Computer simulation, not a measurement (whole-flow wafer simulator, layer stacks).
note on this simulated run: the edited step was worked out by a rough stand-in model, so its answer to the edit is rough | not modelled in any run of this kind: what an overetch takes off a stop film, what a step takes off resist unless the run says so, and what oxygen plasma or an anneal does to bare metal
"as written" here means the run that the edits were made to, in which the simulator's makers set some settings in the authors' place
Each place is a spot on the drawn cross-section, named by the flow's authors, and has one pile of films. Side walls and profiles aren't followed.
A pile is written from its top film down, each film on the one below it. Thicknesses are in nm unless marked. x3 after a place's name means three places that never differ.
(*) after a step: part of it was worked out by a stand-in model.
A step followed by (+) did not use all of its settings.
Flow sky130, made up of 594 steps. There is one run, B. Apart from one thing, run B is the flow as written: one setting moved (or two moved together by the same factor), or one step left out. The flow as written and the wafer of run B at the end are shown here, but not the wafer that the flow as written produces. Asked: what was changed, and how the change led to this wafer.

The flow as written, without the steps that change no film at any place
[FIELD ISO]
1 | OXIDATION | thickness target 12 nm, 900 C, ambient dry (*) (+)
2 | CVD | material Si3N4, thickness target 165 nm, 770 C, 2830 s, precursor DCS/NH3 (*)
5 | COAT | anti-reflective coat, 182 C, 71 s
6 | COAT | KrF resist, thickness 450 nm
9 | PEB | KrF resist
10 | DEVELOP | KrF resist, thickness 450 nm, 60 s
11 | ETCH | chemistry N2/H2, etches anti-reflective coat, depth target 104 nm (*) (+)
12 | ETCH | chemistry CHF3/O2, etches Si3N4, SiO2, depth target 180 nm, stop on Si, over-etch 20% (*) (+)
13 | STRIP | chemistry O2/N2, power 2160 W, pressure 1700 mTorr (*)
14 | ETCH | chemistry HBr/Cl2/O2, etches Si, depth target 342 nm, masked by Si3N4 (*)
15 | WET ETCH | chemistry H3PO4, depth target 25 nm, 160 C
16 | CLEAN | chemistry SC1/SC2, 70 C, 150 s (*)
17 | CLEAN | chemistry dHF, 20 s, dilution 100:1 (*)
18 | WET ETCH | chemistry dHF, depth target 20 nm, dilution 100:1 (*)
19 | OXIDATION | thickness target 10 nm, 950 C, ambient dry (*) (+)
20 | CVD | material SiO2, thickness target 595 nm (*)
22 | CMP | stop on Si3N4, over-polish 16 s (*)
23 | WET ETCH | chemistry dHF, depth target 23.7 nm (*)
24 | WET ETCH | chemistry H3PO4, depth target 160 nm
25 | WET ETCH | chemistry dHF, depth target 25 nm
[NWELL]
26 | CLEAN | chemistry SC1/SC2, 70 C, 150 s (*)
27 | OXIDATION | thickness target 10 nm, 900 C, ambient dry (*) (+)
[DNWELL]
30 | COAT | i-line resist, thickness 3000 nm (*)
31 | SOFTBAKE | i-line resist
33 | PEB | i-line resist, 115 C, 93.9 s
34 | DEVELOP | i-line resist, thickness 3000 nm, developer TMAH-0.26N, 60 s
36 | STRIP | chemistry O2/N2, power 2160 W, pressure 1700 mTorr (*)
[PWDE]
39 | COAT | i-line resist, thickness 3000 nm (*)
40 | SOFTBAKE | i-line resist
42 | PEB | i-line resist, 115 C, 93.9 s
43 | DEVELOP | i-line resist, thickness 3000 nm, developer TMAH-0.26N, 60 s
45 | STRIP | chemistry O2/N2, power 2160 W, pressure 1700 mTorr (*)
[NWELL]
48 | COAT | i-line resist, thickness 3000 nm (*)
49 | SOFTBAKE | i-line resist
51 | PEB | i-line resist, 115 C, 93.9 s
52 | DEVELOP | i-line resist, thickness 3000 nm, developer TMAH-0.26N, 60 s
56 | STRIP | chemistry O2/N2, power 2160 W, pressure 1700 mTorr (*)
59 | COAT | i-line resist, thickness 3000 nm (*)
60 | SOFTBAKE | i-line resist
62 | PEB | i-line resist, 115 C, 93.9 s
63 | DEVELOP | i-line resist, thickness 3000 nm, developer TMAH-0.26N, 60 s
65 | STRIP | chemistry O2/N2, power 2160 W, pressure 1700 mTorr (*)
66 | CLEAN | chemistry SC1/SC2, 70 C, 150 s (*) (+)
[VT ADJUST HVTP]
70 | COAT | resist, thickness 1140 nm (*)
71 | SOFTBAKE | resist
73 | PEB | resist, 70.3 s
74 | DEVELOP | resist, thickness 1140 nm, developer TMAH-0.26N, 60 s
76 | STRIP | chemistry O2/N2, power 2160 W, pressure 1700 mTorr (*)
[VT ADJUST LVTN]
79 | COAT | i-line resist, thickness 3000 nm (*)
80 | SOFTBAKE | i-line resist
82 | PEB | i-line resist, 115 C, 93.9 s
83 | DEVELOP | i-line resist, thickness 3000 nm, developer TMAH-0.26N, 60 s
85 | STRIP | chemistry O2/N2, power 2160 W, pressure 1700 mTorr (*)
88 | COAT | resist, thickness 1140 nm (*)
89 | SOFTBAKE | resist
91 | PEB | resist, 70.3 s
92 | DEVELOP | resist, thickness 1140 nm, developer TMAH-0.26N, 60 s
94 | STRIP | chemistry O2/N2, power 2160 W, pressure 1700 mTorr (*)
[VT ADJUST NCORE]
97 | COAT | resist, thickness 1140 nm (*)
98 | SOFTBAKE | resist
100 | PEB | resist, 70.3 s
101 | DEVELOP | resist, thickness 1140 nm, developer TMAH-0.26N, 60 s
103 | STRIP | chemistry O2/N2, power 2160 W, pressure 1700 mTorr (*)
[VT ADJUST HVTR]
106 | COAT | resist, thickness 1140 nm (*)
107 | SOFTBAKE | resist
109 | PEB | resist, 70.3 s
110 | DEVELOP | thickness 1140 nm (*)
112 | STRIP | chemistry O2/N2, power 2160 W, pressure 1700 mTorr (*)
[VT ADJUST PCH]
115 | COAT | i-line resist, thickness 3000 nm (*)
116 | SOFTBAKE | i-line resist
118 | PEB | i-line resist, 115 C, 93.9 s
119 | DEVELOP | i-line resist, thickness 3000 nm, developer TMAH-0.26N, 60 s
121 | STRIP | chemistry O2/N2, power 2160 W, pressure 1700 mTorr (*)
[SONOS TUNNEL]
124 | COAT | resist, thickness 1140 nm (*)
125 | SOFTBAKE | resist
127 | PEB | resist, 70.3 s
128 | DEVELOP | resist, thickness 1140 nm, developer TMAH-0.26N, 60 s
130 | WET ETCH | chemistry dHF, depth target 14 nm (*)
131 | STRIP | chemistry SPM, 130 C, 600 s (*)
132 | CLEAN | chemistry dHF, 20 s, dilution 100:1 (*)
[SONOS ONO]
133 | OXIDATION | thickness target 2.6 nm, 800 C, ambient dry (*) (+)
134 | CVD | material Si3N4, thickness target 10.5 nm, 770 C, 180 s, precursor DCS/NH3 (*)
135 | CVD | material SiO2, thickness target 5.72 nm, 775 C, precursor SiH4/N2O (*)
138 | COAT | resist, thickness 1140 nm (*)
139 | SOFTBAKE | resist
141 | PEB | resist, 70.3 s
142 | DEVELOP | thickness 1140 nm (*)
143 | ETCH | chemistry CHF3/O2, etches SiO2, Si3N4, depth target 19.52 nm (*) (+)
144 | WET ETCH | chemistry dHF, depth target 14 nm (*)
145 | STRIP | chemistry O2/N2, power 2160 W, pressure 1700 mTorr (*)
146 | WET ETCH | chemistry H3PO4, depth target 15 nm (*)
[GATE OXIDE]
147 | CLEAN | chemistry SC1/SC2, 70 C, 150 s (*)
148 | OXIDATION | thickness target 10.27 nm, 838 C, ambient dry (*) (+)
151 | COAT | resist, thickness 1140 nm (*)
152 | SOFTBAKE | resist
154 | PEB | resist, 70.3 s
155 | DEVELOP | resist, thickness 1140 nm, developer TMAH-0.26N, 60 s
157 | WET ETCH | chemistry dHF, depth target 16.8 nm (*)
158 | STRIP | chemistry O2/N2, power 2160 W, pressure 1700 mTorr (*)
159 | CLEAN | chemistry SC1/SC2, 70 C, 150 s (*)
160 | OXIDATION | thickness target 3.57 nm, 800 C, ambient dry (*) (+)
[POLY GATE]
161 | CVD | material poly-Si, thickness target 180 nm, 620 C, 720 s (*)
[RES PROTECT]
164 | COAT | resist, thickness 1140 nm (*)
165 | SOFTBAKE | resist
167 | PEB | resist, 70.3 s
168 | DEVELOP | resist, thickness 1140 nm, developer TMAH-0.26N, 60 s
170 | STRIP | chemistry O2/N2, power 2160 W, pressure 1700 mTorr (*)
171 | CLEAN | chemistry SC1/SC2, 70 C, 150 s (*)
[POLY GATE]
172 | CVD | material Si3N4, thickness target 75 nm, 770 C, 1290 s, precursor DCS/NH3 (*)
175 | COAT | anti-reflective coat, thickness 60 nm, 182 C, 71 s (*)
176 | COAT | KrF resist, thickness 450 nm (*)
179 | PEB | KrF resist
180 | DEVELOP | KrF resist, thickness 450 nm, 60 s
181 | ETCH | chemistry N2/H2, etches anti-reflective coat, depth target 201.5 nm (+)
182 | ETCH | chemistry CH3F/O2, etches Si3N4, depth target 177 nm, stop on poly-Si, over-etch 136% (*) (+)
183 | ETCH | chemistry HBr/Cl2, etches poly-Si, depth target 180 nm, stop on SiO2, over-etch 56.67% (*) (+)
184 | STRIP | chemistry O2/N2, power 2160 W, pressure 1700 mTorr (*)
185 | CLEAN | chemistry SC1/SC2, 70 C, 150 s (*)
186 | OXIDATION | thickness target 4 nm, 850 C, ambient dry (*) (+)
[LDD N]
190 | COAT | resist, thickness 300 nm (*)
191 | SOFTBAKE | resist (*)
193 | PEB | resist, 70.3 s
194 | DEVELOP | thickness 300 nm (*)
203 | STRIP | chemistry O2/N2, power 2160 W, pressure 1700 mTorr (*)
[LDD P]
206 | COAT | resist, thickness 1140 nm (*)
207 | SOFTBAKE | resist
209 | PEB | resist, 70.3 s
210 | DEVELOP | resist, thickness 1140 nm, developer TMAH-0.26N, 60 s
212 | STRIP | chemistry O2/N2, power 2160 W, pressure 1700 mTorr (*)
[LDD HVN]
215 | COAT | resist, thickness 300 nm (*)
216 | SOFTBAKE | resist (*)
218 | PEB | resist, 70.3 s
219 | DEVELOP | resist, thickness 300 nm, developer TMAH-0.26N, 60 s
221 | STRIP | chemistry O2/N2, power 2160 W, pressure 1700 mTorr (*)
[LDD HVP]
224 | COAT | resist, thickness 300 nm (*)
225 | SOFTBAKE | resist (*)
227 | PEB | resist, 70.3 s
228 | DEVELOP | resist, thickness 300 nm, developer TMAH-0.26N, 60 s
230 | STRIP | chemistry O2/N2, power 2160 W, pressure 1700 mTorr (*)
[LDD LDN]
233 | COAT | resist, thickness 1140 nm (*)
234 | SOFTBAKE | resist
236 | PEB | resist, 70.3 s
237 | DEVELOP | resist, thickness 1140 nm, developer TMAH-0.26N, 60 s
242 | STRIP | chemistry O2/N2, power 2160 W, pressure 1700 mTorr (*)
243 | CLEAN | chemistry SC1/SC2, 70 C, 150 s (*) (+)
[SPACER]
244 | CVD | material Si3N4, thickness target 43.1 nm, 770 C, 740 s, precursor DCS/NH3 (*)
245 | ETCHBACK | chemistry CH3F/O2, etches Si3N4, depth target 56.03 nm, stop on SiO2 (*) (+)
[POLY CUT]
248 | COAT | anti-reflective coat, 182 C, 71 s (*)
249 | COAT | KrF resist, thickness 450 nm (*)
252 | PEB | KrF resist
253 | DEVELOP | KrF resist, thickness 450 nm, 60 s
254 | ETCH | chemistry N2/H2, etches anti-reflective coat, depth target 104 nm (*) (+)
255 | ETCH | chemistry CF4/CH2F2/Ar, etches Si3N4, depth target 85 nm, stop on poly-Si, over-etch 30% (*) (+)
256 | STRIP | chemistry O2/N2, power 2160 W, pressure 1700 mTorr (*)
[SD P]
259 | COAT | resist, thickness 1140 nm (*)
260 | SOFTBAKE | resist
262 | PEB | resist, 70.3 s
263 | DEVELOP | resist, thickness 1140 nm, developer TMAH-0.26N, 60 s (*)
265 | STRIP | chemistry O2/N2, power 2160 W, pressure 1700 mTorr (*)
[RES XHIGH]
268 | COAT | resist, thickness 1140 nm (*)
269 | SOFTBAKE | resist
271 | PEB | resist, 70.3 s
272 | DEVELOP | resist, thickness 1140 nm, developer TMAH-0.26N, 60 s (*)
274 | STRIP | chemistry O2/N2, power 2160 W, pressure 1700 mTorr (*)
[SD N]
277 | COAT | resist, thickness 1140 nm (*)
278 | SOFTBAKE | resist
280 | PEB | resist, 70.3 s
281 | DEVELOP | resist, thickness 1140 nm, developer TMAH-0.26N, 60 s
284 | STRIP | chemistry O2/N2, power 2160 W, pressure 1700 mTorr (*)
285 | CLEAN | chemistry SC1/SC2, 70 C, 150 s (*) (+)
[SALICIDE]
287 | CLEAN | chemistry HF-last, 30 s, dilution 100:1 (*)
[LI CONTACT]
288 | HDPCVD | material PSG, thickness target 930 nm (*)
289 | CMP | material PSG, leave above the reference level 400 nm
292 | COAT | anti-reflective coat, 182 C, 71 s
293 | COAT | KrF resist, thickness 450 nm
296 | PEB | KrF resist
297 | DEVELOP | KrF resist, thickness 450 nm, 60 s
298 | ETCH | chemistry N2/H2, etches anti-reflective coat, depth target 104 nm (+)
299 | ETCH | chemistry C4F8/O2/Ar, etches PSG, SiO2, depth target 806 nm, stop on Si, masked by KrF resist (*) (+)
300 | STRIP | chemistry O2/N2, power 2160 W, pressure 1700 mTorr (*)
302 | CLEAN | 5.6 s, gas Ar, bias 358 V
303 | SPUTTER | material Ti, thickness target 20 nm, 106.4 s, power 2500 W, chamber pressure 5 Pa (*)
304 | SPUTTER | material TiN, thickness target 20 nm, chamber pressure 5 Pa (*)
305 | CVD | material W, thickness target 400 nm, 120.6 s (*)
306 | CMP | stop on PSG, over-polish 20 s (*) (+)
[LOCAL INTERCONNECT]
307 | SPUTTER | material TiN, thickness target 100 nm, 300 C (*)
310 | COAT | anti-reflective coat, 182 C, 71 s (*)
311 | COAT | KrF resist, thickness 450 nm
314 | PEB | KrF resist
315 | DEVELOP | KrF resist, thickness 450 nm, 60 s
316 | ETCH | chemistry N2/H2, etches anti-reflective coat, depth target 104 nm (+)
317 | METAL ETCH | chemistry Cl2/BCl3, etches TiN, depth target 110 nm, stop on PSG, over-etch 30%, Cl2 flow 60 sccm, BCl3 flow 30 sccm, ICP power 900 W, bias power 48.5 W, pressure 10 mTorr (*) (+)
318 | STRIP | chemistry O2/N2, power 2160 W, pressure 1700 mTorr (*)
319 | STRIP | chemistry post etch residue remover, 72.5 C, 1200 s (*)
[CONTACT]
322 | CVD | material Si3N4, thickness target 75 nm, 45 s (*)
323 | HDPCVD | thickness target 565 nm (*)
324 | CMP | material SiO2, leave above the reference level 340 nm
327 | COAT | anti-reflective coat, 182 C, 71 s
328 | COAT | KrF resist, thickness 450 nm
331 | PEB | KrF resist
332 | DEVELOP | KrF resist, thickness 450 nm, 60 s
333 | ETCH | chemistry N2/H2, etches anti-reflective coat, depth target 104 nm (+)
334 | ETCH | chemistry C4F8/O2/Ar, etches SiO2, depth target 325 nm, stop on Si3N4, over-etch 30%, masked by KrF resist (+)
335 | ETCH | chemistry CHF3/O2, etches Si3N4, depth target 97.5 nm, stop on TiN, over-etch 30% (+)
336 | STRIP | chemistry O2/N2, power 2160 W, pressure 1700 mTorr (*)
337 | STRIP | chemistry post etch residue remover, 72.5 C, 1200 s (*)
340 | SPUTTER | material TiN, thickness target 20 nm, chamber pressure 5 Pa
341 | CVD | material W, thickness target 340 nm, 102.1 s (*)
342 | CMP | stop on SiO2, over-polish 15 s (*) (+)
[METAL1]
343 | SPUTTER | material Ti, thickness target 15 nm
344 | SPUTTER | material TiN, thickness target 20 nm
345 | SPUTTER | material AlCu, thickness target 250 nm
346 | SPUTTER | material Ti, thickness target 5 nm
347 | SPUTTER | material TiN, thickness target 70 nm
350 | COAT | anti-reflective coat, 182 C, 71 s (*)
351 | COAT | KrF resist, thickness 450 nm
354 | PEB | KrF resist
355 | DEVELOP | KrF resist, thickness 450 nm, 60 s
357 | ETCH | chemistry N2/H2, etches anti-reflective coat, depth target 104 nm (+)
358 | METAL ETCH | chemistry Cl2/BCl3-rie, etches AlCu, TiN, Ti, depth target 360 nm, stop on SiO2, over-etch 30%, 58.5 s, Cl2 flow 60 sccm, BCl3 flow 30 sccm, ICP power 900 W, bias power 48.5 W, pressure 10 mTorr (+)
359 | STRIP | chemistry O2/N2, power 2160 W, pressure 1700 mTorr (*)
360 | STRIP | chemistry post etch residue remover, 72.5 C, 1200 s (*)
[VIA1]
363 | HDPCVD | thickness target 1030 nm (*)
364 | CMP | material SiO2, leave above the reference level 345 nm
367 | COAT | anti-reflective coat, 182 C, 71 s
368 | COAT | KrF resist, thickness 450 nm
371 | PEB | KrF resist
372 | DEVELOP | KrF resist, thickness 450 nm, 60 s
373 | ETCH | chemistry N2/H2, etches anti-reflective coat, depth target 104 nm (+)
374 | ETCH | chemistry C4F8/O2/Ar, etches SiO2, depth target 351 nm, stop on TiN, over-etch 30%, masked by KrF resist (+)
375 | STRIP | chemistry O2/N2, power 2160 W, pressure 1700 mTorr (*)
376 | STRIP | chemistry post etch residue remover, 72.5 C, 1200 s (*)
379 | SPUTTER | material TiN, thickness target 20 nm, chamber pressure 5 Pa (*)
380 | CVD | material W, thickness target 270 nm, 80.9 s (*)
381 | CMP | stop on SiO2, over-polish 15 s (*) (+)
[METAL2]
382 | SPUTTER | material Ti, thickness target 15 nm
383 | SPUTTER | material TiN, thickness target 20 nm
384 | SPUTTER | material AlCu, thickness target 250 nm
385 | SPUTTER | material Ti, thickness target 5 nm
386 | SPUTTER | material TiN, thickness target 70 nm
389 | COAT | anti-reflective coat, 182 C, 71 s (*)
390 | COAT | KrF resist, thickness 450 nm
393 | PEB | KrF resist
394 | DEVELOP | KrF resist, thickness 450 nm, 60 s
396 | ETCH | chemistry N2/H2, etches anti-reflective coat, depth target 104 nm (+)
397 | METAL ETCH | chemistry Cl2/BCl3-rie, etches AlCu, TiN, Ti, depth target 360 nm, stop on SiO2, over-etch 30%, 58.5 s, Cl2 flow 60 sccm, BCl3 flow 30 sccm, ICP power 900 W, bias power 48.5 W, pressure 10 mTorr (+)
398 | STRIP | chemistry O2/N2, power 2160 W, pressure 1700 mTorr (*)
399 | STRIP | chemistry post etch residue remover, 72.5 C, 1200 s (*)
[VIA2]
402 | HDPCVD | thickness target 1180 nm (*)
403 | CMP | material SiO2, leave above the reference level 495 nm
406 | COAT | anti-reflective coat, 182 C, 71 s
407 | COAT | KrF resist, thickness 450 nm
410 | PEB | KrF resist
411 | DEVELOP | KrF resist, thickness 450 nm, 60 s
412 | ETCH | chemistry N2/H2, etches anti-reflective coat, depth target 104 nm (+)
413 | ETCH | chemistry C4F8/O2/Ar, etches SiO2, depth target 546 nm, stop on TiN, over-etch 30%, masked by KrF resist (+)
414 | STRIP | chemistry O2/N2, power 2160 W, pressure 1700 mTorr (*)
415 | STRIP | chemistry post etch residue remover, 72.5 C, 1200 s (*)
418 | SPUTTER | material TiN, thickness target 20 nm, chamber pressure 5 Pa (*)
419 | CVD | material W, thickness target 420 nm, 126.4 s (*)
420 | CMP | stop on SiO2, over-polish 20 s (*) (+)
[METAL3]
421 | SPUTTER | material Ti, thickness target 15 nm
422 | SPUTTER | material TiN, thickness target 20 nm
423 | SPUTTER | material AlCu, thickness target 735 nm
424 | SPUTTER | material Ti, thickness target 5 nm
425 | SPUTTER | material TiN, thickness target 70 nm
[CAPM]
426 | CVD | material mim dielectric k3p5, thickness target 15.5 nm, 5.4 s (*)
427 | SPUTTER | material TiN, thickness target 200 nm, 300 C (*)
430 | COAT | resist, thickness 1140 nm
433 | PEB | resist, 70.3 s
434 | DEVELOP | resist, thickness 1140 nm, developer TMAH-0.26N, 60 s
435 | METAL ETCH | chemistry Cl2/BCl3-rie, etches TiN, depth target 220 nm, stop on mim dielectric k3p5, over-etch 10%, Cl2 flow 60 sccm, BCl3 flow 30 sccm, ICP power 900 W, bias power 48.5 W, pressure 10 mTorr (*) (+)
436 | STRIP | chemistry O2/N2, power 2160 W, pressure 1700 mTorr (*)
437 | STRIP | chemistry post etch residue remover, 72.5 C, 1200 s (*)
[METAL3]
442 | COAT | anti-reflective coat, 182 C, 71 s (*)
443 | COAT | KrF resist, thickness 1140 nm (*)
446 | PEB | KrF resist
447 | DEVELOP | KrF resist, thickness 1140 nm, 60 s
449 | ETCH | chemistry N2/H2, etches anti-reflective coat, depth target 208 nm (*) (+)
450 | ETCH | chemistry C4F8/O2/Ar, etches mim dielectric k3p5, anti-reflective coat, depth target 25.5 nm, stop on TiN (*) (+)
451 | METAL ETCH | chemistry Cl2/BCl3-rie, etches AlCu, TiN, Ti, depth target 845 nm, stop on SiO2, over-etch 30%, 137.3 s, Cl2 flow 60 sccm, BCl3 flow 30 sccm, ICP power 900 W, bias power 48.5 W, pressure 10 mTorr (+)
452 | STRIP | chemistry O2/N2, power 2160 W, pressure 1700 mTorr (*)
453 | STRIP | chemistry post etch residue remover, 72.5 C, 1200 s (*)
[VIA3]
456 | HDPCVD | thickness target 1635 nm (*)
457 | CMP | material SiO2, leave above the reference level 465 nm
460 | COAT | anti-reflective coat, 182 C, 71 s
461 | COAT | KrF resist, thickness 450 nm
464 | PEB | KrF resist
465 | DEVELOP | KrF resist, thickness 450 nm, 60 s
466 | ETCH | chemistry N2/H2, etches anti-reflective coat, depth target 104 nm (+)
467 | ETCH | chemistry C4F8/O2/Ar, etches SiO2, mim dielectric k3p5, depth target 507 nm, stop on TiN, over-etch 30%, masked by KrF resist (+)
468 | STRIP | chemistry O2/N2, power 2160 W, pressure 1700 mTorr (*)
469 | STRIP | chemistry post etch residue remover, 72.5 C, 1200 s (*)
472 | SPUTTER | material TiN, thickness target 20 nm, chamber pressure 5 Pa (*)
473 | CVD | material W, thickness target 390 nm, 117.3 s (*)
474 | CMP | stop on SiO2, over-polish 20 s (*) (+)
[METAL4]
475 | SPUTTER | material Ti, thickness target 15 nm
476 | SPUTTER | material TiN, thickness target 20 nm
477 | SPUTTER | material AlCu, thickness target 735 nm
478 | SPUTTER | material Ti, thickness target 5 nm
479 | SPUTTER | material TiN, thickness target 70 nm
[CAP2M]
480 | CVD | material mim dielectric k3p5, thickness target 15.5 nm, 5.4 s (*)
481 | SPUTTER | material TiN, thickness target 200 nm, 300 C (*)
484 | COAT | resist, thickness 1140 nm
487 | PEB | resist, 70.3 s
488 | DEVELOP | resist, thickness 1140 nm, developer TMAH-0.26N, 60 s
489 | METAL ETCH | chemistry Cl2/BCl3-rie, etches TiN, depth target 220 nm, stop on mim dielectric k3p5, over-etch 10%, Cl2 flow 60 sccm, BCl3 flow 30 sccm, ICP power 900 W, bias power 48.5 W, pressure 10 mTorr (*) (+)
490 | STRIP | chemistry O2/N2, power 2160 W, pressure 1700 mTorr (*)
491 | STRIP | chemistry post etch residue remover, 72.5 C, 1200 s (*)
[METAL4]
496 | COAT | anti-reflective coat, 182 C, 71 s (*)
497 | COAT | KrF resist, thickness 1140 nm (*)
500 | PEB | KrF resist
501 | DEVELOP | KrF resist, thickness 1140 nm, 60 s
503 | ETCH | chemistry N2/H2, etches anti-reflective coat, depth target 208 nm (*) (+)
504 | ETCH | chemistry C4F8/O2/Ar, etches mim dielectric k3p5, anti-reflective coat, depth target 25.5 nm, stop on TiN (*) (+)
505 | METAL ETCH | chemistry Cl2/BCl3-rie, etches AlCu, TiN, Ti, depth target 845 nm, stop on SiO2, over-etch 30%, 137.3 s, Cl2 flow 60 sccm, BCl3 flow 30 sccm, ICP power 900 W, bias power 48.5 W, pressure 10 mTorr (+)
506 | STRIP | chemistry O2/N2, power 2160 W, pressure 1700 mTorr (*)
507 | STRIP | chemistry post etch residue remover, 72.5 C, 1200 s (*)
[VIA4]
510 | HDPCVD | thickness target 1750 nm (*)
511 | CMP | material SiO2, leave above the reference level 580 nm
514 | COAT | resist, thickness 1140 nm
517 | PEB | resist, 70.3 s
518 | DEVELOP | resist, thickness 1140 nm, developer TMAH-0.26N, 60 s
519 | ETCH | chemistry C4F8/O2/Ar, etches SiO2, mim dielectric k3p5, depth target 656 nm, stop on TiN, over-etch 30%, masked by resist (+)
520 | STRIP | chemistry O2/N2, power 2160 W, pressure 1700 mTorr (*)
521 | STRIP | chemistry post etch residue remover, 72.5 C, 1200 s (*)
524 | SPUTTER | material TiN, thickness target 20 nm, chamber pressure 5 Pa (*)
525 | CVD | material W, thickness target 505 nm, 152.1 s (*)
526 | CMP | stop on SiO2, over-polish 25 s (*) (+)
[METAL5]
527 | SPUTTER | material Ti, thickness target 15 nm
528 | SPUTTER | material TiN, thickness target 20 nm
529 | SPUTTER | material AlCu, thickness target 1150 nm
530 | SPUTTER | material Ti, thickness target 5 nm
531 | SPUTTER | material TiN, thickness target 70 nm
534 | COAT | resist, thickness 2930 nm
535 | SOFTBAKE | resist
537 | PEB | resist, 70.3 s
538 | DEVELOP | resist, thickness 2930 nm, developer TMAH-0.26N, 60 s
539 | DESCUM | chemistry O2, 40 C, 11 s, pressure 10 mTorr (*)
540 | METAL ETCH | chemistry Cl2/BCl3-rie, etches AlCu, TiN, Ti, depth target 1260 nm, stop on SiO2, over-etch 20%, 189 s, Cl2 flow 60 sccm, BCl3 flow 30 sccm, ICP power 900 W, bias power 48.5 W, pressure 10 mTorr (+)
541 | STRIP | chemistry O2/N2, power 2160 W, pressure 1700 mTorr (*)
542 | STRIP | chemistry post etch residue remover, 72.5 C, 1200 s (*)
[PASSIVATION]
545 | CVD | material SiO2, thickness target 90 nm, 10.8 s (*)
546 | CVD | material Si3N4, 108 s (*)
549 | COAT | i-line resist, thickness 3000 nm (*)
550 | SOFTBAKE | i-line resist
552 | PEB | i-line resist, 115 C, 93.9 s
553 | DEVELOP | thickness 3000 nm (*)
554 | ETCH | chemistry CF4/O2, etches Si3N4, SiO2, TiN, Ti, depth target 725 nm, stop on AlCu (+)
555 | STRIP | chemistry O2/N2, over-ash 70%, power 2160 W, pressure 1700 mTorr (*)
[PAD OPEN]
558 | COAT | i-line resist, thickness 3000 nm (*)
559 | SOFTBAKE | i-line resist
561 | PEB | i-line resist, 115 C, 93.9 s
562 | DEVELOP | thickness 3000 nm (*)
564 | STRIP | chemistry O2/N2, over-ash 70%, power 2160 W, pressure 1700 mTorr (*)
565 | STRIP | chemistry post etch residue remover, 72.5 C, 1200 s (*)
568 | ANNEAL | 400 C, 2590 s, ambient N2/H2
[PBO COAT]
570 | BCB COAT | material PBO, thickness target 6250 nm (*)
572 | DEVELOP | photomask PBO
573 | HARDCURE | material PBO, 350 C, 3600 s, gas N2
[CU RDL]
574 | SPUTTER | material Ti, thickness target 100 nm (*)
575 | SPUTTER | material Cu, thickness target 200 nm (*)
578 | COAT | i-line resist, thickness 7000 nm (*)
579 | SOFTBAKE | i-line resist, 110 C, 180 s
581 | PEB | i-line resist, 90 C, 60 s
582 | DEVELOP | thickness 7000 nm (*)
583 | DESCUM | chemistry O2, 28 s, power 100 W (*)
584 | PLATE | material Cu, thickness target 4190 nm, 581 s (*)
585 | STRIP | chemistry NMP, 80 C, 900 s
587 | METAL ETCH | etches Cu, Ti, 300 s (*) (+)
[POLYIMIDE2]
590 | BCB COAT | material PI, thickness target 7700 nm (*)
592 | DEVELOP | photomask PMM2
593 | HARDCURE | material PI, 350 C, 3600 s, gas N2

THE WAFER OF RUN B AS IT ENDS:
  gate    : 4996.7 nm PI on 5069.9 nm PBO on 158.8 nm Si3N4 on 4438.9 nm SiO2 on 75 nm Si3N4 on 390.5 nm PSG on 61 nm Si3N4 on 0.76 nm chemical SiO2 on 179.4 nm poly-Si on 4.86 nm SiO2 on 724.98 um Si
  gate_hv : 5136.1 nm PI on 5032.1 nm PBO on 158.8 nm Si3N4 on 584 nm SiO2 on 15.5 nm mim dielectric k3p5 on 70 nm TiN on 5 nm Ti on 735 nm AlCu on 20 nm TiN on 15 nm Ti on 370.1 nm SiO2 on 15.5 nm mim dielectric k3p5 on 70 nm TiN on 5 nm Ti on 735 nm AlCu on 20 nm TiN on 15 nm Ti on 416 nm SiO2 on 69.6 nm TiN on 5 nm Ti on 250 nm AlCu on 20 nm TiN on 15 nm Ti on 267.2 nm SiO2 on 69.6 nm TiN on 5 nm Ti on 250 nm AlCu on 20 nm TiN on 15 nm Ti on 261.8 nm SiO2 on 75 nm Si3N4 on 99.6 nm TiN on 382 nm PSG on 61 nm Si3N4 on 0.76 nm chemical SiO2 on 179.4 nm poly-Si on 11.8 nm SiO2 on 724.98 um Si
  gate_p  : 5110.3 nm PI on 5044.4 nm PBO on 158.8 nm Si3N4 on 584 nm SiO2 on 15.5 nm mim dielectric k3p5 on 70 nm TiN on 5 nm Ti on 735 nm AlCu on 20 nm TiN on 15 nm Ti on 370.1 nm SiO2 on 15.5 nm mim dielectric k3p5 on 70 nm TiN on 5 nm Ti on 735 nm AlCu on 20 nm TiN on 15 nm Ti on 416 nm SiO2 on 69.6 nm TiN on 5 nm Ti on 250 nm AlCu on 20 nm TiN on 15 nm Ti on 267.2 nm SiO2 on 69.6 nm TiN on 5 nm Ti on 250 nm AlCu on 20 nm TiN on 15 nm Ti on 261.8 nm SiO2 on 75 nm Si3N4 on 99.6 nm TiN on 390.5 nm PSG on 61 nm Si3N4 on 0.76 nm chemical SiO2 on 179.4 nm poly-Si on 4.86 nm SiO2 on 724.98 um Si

Cause: step 160, OXIDATION: thickness target 4.86 nm was run, whereas the flow has thickness target 3.57 nm.
One can read it off the wafer: gate has SiO2 4.86, and step 160 as written asks for 3.57 nm.

How this came from the change, step by step:
  160 | OXIDATION | thickness target 3.57 nm, 800 C, ambient dry (*) (+)
      active, n_well, p_well and 58 more: SiO2 gains 4.86 (new film), chemical SiO2 loses 0.76 (all of it), Si loses 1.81 (in the flow as written it would be: SiO2 gains 3.57 (new film), chemical SiO2 loses 0.76 (all of it), Si loses 1.24)
      gate_hv, m1, pad and 37 more: SiO2 gains 1.89, Si loses 0.83 (in the flow as written it would be: SiO2 gains 0.85, Si loses 0.37)
  248 | COAT | anti-reflective coat, 182 C, 71 s (*)
      poly_endcap_nw: anti-reflective coat gains 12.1 (new film) (in the flow as written it would be: anti-reflective coat gains 11.4 (new film))
  256 | STRIP | chemistry O2/N2, power 2160 W, pressure 1700 mTorr (*)
      poly_endcap_nw: KrF resist loses 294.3 (all of it), anti-reflective coat loses 12.1 (all of it) (in the flow as written it would be: KrF resist loses 294.6 (all of it), anti-reflective coat loses 11.4 (all of it))
  299 | ETCH | chemistry C4F8/O2/Ar, etches PSG, SiO2, depth target 806 nm, stop on Si, masked by KrF resist (*) (+)
      contact, ndiff_licon, ndiff_licon_cpp: PSG loses 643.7 (all of it), SiO2 loses 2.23 (all of it) (in the flow as written it would be: PSG loses 643.6 (all of it), SiO2 loses 1.16 (all of it))
